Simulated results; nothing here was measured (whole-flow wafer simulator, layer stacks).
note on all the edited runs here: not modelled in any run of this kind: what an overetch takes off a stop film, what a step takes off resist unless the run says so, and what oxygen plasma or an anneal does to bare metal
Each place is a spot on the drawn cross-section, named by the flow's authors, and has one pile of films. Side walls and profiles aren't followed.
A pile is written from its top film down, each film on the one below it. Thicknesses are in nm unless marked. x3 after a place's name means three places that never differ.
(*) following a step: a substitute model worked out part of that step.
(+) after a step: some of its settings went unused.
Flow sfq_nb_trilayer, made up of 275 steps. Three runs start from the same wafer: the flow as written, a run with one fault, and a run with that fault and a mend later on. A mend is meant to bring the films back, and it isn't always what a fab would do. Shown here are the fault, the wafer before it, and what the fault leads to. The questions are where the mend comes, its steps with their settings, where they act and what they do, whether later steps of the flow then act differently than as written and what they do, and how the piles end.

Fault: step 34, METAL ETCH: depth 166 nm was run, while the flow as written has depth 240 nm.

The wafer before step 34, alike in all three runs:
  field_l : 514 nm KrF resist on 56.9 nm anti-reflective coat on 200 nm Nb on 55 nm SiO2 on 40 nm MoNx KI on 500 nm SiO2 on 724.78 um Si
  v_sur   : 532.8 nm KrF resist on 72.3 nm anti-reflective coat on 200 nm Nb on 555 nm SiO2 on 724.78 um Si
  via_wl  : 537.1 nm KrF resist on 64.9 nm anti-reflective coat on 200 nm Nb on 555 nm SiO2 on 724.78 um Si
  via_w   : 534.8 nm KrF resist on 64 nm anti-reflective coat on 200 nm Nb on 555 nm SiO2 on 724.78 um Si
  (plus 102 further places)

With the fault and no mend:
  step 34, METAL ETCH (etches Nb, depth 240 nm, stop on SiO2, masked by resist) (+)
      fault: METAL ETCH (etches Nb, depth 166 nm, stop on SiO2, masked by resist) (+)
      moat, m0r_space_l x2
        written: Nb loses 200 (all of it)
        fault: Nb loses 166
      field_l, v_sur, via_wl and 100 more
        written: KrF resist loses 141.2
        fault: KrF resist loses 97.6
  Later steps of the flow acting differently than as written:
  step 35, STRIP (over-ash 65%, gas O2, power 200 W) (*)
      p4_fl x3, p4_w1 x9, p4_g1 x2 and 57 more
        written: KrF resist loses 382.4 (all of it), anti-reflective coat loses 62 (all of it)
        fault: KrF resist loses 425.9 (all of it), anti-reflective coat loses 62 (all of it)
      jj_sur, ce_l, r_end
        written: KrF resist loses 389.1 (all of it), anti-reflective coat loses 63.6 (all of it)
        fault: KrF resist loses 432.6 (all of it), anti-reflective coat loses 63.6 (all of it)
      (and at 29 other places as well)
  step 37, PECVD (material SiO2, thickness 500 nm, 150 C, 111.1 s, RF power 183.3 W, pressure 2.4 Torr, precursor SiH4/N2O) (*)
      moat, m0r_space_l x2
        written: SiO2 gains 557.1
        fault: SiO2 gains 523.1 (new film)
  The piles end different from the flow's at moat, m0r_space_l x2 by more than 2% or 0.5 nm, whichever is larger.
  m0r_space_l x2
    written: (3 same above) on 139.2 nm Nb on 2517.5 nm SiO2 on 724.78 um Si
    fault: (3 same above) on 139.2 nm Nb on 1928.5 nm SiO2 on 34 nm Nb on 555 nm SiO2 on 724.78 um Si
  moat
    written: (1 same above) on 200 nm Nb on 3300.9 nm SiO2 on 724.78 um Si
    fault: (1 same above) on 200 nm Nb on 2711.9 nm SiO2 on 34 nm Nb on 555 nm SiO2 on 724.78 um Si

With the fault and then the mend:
  The mend follows step 34.
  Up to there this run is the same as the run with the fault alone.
  step 34a, METAL ETCH (etches Nb, depth 74 nm, stop on SiO2, masked by resist) (+) (the flow's step 34 again, with other settings)
      field_l, v_sur, via_wl and 100 more
        KrF resist loses 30
      moat, m0r_space_l x2
        Nb loses 34 (all of it)
  Later steps of the flow acting differently than as written:
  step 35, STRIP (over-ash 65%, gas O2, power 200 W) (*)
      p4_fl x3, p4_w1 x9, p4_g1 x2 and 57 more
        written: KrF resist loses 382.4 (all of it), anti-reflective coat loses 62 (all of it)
        mend: KrF resist loses 395.9 (all of it), anti-reflective coat loses 62 (all of it)
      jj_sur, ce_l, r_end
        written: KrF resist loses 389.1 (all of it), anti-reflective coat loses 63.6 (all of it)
        mend: KrF resist loses 402.6 (all of it), anti-reflective coat loses 63.6 (all of it)
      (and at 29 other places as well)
  By the end, the piles equal the flow's at every place that both follow.
